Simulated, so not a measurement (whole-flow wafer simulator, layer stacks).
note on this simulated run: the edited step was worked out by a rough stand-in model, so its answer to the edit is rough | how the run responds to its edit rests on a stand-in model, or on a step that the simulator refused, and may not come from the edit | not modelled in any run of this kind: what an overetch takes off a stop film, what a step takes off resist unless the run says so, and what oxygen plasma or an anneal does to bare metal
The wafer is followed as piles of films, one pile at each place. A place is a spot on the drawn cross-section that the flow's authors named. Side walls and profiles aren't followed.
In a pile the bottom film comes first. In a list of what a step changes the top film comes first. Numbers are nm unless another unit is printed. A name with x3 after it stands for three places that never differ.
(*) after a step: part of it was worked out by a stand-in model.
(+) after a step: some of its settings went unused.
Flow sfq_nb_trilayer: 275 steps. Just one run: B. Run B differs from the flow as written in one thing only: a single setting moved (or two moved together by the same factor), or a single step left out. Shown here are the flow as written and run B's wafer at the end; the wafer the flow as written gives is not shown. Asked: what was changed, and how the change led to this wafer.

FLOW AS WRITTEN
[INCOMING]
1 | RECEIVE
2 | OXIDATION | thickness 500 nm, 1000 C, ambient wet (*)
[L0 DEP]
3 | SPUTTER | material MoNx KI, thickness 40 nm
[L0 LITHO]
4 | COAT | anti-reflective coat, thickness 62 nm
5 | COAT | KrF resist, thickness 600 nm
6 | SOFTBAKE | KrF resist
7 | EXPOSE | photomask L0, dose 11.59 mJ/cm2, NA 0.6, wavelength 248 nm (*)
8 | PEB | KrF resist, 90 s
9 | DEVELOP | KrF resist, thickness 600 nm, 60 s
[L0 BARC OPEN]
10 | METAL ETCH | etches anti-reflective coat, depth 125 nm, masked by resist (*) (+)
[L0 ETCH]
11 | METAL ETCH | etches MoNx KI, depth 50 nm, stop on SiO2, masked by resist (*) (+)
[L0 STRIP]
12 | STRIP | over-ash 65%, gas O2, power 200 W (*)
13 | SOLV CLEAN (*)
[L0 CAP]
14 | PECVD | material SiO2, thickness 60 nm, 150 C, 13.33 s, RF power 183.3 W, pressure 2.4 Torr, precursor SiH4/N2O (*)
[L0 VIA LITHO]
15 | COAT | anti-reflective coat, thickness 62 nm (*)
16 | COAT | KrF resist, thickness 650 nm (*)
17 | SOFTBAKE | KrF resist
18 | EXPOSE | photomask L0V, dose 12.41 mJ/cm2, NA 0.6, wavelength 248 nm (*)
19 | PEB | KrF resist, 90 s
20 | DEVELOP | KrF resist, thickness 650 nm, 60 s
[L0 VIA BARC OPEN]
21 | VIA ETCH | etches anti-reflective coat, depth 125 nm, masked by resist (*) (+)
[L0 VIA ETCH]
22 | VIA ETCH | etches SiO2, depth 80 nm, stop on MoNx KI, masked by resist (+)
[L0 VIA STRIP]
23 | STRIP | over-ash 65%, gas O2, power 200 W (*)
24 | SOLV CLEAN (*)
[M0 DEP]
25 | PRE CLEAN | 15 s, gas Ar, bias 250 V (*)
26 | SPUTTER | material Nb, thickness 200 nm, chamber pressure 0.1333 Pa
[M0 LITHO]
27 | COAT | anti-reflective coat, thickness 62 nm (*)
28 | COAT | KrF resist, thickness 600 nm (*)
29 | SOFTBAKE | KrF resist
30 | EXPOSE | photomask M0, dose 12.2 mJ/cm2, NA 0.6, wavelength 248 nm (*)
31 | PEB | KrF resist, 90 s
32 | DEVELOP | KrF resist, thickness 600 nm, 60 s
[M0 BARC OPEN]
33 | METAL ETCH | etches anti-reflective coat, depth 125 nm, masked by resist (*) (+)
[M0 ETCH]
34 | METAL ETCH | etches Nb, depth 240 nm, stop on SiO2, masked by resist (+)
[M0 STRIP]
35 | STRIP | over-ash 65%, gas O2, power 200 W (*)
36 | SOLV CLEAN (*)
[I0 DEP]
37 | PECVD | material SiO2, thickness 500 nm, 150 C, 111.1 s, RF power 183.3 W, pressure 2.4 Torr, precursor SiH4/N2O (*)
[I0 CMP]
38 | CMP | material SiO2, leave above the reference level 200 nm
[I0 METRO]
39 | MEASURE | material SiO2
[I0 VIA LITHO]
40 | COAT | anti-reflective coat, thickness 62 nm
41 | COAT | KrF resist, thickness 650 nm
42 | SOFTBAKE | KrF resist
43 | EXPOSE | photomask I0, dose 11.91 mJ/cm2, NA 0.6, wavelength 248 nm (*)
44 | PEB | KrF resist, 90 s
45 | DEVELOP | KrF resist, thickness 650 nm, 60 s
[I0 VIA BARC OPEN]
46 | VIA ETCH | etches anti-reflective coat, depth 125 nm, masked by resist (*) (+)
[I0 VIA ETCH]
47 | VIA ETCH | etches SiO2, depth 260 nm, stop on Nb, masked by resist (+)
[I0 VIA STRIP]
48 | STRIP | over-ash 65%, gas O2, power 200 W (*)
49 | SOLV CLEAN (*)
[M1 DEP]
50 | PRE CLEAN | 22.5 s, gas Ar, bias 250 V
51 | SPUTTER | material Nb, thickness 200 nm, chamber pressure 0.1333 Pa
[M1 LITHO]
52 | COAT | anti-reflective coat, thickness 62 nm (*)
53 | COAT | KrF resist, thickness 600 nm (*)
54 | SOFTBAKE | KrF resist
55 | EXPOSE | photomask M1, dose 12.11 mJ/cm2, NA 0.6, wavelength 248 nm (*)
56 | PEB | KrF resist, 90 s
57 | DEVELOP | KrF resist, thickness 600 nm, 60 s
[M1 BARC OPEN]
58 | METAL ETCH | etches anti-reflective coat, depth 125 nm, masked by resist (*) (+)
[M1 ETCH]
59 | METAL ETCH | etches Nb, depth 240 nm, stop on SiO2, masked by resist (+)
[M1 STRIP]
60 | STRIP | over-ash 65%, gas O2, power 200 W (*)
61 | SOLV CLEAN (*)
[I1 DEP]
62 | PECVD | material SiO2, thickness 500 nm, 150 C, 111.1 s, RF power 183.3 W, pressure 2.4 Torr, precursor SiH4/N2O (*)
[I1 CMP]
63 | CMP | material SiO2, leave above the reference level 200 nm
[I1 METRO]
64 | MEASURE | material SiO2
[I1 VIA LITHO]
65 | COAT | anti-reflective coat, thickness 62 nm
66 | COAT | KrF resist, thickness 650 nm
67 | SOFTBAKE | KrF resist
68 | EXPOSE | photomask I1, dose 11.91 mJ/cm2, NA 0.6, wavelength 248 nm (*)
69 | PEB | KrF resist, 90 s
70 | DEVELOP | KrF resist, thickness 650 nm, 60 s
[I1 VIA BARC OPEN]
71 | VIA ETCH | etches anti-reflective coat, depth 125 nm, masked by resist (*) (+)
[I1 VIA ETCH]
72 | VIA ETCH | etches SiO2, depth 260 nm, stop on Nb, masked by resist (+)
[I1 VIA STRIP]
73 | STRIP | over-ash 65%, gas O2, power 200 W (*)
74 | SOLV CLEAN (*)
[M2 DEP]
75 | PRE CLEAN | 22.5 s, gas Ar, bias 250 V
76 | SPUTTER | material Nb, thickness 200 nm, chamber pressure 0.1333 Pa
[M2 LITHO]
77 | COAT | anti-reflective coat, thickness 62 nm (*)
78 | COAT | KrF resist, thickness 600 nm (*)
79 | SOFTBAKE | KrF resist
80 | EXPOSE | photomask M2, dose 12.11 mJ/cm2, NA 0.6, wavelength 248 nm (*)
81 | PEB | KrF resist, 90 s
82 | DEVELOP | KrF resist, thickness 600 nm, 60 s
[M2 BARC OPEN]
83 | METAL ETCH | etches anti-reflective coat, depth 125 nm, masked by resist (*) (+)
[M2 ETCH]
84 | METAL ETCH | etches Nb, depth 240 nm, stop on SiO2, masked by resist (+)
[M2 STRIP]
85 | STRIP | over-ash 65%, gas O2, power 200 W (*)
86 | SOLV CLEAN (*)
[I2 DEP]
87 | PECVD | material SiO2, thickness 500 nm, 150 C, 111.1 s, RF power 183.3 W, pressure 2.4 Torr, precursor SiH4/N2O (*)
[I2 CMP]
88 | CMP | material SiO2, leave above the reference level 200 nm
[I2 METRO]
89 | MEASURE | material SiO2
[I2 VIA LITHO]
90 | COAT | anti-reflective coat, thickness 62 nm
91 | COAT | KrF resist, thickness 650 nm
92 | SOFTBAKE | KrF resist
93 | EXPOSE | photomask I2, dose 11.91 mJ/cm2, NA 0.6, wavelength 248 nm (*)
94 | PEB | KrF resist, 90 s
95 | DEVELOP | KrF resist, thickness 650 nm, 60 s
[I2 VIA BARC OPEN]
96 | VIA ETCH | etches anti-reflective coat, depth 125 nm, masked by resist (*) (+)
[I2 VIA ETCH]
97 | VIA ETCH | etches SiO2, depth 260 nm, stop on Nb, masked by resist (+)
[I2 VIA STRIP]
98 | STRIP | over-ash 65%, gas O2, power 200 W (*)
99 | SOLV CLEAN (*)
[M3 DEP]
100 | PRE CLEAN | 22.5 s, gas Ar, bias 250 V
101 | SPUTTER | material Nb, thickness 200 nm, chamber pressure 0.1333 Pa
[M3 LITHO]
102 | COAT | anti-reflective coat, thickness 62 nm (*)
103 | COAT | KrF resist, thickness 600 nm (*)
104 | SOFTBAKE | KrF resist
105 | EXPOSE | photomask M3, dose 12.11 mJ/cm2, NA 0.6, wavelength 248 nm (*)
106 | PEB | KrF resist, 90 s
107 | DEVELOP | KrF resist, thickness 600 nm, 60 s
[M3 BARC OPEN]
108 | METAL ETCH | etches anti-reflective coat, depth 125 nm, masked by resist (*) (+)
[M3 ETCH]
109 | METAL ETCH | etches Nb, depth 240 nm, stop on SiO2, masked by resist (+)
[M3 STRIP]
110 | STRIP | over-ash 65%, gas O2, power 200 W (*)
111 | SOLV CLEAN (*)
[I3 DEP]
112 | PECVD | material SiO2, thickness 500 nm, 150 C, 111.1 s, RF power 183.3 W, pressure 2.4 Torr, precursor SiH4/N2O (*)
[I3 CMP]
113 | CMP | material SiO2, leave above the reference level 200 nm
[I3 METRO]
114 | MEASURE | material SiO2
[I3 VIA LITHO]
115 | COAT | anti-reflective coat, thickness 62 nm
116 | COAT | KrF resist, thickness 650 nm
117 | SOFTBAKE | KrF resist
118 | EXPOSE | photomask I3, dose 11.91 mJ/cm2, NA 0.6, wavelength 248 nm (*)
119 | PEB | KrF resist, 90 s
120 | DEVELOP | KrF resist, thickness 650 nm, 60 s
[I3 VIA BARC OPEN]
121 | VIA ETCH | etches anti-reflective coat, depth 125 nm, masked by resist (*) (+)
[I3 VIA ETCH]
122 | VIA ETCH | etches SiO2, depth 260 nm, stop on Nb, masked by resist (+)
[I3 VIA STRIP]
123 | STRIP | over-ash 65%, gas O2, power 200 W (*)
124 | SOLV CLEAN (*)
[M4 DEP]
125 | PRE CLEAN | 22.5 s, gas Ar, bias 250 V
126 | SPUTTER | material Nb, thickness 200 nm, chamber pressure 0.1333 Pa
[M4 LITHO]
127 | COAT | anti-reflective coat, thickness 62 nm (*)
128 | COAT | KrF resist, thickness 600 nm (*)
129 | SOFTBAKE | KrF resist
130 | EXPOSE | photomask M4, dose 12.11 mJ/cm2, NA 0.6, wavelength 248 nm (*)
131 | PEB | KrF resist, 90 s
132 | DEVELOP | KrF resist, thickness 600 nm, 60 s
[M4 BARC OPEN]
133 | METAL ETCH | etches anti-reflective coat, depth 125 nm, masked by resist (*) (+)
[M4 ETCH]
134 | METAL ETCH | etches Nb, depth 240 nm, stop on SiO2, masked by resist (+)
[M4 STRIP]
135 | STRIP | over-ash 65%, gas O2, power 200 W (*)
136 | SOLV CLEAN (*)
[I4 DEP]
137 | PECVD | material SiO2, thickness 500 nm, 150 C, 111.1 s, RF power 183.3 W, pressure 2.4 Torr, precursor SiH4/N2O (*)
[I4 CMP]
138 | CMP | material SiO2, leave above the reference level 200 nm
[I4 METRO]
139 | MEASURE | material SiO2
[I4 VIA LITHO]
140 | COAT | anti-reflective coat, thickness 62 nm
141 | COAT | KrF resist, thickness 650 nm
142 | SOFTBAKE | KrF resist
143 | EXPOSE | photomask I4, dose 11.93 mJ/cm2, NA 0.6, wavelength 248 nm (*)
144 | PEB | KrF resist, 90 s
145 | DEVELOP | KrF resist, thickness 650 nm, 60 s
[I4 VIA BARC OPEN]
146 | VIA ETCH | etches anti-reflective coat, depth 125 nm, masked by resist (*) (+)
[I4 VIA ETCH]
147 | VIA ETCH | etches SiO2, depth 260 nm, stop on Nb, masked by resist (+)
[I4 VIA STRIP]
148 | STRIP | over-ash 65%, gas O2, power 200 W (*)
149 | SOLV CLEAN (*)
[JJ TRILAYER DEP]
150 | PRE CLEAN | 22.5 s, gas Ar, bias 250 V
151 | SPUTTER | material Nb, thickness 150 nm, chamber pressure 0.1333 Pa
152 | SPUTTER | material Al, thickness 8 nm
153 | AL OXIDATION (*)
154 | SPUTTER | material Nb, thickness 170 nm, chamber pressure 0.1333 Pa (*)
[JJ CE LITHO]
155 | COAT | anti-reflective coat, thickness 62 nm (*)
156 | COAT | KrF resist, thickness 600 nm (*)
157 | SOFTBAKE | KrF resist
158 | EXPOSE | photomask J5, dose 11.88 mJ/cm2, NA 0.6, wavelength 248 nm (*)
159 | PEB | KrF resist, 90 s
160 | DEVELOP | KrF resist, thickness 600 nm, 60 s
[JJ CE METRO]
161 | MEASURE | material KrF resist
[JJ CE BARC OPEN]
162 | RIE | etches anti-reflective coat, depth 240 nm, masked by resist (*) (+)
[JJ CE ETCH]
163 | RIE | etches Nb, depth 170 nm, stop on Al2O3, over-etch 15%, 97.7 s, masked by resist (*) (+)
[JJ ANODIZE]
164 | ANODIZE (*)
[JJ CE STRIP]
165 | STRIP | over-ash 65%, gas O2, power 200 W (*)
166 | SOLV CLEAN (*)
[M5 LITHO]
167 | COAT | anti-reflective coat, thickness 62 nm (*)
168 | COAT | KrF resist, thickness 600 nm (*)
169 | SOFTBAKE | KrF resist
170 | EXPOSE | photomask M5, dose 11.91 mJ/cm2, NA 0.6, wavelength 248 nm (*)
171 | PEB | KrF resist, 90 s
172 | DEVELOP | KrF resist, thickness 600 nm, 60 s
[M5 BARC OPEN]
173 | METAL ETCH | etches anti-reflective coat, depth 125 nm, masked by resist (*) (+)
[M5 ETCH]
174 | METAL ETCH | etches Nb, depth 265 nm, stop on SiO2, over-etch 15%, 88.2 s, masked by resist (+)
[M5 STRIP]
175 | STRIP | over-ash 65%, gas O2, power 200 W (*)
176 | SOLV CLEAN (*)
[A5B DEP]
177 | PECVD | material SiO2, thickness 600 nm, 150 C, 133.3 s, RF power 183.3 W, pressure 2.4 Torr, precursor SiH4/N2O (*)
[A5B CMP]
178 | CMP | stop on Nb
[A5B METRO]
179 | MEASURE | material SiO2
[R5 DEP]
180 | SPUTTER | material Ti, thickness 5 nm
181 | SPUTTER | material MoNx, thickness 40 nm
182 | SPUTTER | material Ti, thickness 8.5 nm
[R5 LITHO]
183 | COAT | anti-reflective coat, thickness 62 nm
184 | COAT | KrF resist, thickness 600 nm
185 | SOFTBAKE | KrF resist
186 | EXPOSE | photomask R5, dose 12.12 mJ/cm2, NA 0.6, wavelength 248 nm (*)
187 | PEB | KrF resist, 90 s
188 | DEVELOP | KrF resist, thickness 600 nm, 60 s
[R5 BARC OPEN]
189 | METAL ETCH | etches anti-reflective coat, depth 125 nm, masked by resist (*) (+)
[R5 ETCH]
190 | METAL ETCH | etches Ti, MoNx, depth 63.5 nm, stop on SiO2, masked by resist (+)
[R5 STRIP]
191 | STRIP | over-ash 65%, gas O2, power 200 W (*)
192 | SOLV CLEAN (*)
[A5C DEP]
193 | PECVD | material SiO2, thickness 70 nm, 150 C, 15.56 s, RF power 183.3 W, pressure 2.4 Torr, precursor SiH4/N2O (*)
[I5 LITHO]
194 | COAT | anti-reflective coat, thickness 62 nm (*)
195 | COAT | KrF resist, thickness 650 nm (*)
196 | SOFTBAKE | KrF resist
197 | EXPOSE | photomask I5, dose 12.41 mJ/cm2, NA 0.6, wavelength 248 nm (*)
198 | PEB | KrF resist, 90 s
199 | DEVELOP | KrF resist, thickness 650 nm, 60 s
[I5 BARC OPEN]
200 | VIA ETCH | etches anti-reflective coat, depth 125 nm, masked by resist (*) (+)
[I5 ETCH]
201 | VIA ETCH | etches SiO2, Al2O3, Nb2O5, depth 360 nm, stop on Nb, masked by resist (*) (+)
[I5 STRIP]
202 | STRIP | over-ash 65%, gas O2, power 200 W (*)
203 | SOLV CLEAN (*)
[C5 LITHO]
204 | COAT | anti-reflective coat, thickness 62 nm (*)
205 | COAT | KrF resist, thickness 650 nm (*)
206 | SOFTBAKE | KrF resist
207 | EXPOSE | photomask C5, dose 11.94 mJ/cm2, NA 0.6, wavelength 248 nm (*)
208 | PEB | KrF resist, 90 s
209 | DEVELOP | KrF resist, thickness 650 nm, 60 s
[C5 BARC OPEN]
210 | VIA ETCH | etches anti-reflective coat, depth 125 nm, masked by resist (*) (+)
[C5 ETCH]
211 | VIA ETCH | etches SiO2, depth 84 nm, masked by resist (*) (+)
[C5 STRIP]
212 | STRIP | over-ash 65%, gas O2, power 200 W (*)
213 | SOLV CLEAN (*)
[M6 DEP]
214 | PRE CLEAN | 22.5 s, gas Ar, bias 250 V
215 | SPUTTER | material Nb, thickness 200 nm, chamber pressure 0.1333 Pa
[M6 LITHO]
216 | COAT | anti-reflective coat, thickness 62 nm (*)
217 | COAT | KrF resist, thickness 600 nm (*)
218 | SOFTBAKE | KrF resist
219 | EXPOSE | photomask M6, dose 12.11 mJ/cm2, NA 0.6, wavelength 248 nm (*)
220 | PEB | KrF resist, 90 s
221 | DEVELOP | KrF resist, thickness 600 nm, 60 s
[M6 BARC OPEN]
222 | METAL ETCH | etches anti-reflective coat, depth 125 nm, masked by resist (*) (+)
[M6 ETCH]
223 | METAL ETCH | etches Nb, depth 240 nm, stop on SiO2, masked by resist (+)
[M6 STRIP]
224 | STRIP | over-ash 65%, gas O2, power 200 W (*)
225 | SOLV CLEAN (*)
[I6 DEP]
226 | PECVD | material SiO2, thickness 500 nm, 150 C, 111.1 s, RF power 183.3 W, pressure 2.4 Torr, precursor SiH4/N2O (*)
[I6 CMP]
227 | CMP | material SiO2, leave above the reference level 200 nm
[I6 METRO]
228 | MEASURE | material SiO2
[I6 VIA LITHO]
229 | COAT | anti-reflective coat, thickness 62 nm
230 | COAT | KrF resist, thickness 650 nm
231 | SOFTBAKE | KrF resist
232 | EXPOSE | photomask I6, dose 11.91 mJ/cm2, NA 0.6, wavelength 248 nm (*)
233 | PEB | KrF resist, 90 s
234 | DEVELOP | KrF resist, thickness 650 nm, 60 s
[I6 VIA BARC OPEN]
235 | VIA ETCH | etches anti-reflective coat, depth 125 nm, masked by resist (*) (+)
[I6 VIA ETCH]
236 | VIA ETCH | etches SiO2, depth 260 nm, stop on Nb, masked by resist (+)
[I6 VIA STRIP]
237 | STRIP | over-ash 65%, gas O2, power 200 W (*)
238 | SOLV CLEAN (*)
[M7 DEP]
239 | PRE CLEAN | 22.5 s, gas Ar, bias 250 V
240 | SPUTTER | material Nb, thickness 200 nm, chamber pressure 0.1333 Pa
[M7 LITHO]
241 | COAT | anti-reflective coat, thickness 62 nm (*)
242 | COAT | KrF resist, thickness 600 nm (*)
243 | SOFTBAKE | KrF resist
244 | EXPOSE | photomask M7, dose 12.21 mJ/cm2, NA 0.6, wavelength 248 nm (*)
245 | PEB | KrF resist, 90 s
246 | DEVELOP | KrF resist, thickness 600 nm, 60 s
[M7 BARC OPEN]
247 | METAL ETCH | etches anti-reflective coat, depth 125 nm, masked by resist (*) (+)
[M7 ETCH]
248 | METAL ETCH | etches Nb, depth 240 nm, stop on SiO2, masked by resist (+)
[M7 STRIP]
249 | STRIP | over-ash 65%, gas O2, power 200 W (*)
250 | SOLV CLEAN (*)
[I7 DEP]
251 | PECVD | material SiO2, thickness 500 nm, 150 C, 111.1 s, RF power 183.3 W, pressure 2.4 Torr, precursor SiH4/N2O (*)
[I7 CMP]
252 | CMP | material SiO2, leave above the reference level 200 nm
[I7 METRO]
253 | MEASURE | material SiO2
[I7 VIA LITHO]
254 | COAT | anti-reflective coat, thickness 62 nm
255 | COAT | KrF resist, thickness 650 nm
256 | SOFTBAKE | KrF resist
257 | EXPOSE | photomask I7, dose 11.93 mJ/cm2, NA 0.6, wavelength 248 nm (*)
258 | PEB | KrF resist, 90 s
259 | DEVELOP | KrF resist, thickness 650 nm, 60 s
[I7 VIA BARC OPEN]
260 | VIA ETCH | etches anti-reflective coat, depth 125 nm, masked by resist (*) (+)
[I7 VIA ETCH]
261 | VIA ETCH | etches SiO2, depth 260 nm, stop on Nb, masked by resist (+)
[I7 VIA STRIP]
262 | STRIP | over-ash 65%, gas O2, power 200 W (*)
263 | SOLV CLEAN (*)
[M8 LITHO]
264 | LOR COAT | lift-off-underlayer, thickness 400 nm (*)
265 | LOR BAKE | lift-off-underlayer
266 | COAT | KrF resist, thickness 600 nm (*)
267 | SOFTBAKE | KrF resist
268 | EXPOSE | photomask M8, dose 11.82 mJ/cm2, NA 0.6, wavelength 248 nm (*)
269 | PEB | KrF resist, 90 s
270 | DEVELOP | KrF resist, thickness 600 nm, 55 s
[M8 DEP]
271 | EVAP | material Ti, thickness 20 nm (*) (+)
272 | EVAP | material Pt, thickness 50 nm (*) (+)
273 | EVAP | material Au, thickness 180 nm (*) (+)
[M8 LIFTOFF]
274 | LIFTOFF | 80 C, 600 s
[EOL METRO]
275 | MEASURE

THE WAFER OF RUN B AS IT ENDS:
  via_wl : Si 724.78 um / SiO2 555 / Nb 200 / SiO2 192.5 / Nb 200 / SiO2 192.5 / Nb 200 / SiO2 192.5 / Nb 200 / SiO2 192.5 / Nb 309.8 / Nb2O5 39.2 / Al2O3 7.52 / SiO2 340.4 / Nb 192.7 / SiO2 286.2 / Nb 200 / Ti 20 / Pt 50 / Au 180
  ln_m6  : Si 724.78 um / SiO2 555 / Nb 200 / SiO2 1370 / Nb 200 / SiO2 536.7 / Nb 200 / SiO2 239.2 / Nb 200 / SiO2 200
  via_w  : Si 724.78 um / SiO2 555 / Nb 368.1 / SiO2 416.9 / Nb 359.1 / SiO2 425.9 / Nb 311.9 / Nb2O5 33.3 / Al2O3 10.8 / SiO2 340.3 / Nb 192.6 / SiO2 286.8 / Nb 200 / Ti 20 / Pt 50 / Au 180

What caused this: step 177, PECVD: thickness 294 nm was run, though the flow has thickness 600 nm; step 177, PECVD: 65.33 s was run, where the flow has 133.3 s.

Step by step, how the change led to this:
  177 | PECVD | material SiO2, thickness 600 nm, 150 C, 133.3 s, RF power 183.3 W, pressure 2.4 Torr, precursor SiH4/N2O (*)
      v_sur, via_sp, via_v and 47 more: SiO2 gains 294 (new film) (it would be, as written: SiO2 gains 600 (new film))
      field_l, p4_fl, p4_fm and 39 more: SiO2 gains 294 (it would be, as written: SiO2 gains 600)
      (and at 14 other places as well)
  178 | CMP | stop on Nb
      field_l, p4_fl, p4_fm and 39 more: nothing (it would be, as written: SiO2 loses 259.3)
      r_sur, res, r_end, moat, field_r, lsp_l: nothing (it would be, as written: SiO2 loses 252.3)
      (and at 58 other places as well)
  180 | SPUTTER | material Ti, thickness 5 nm
      via_wl, via_wr: Ti gains 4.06 (new film) (it would be, as written: Ti gains 5 (new film))
  181 | SPUTTER | material MoNx, thickness 40 nm
      via_wl, via_wr: MoNx gains 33 (new film) (it would be, as written: MoNx gains 40 (new film))
      r_sur: MoNx gains 38.2 (new film) (it would be, as written: MoNx gains 40 (new film))
      (and at 1 other place as well)
  182 | SPUTTER | material Ti, thickness 8.5 nm
      via_wl, via_wr: Ti gains 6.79 (new film) (it would be, as written: Ti gains 8.5 (new film))
  183 | COAT | anti-reflective coat, thickness 62 nm
      wl_a_m6, wl_f_sl, wl_f_m6, wl_f_sr: anti-reflective coat gains 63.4 (new film) (it would be, as written: anti-reflective coat gains 62 (new film))
      wire, c5j, wl_j_sl: anti-reflective coat gains 59 (new film) (it would be, as written: anti-reflective coat gains 62 (new film))
      (and at 46 other places as well)
  184 | COAT | KrF resist, thickness 600 nm
      wl_jj, wl_j_sr: KrF resist gains 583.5 (new film) (it would be, as written: KrF resist gains 600 (new film))
      v_sur: KrF resist gains 577.2 (new film) (it would be, as written: KrF resist gains 600 (new film))
      (and at 14 other places as well)
  188 | DEVELOP | KrF resist, thickness 600 nm, 60 s
      wl_jj, wl_j_sr: KrF resist loses 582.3 (all of it) (it would be, as written: KrF resist loses 598.7 (all of it))
      v_sur: KrF resist loses 576 (all of it) (it would be, as written: KrF resist loses 598.7 (all of it))
      (and at 13 other places as well)
  189 | METAL ETCH | etches anti-reflective coat, depth 125 nm, masked by resist (*) (+)
      be_r, r_sur, res, r_end, r5r_line_l, r5r_line_c, r5r_line_r: KrF resist loses 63 (it would be, as written: KrF resist loses 51.7)
      wl_a_m6, wl_f_sl, wl_f_m6, wl_f_sr: anti-reflective coat loses 63.4 (all of it) (it would be, as written: anti-reflective coat loses 62 (all of it))
      (and at 45 other places as well)
  190 | METAL ETCH | etches Ti, MoNx, depth 63.5 nm, stop on SiO2, masked by resist (+)
      via_wl, via_wr: Ti loses 6.79 (all of it), MoNx loses 33 (all of it), Ti loses 4.06 (all of it) (it would be, as written: Ti loses 8.5 (all of it), MoNx loses 40 (all of it), Ti loses 5 (all of it))
      lsp_l: Ti loses 8.28 (all of it), MoNx loses 39.1 (all of it), Ti loses 4.87 (all of it) (it would be, as written: Ti loses 8.5 (all of it), MoNx loses 40 (all of it), Ti loses 5 (all of it))
  191 | STRIP | over-ash 65%, gas O2, power 200 W (*)
      r5r_line_l, r5r_line_c, r5r_line_r: KrF resist loses 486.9 (all of it), anti-reflective coat loses 62 (all of it) (it would be, as written: KrF resist loses 498.2 (all of it), anti-reflective coat loses 62 (all of it))
      be_r: KrF resist loses 471.2 (all of it), anti-reflective coat loses 55.5 (all of it) (it would be, as written: KrF resist loses 498.2 (all of it), anti-reflective coat loses 62 (all of it))
      (and at 3 other places as well)
  194 | COAT | anti-reflective coat, thickness 62 nm (*)
      wl_b_sr, wl_e_sl, wl_e_sr: anti-reflective coat gains 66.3 (new film) (it would be, as written: anti-reflective coat gains 62 (new film))
      be, be_sur: anti-reflective coat gains 59.6 (new film) (it would be, as written: anti-reflective coat gains 62.4 (new film))
      (and at 47 other places as well)
  195 | COAT | KrF resist, thickness 650 nm (*)
      v_sur: KrF resist gains 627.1 (new film) (it would be, as written: KrF resist gains 650.6 (new film))
      via_w: KrF resist gains 681 (new film) (it would be, as written: KrF resist gains 650.6 (new film))
      (and at 13 other places as well)
  200 | VIA ETCH | etches anti-reflective coat, depth 125 nm, masked by resist (*) (+)
      field_l, v_sur, via_wl and 102 more: KrF resist loses 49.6 (it would be, as written: KrF resist loses 52)
      be: anti-reflective coat loses 59.6 (all of it), SiO2 loses 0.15 (it would be, as written: anti-reflective coat loses 62.4 (all of it), SiO2 loses 0.16)
  202 | STRIP | over-ash 65%, gas O2, power 200 W (*)
      wl_b_sr, wl_e_sr: KrF resist loses 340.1 (all of it), anti-reflective coat loses 66.3 (all of it) (it would be, as written: KrF resist loses 333 (all of it), anti-reflective coat loses 62 (all of it))
      m5r_space_l, m5r_space_r: KrF resist loses 346.8 (all of it), anti-reflective coat loses 72.9 (all of it) (it would be, as written: KrF resist loses 333.1 (all of it), anti-reflective coat loses 62 (all of it))
      (and at 53 other places as well)
  204 | COAT | anti-reflective coat, thickness 62 nm (*)
      wl_b_sr, wl_e_sl, wl_e_sr: anti-reflective coat gains 66.3 (new film) (it would be, as written: anti-reflective coat gains 62 (new film))
      wl_f_sl, wl_f_m6: anti-reflective coat gains 63.3 (new film) (it would be, as written: anti-reflective coat gains 62 (new film))
      (and at 47 other places as well)
  ... another 10 steps ...
  227 | CMP | material SiO2, leave above the reference level 200 nm
      field_l, p4_fl, p4_fm and 35 more: SiO2 loses 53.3 (it would be, as written: SiO2 loses 100)
      ln_m6, wl_a_m6, wl_c_m6, wl_f_m6: SiO2 loses 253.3 (it would be, as written: SiO2 loses 300)
      (and at 15 other places as well)
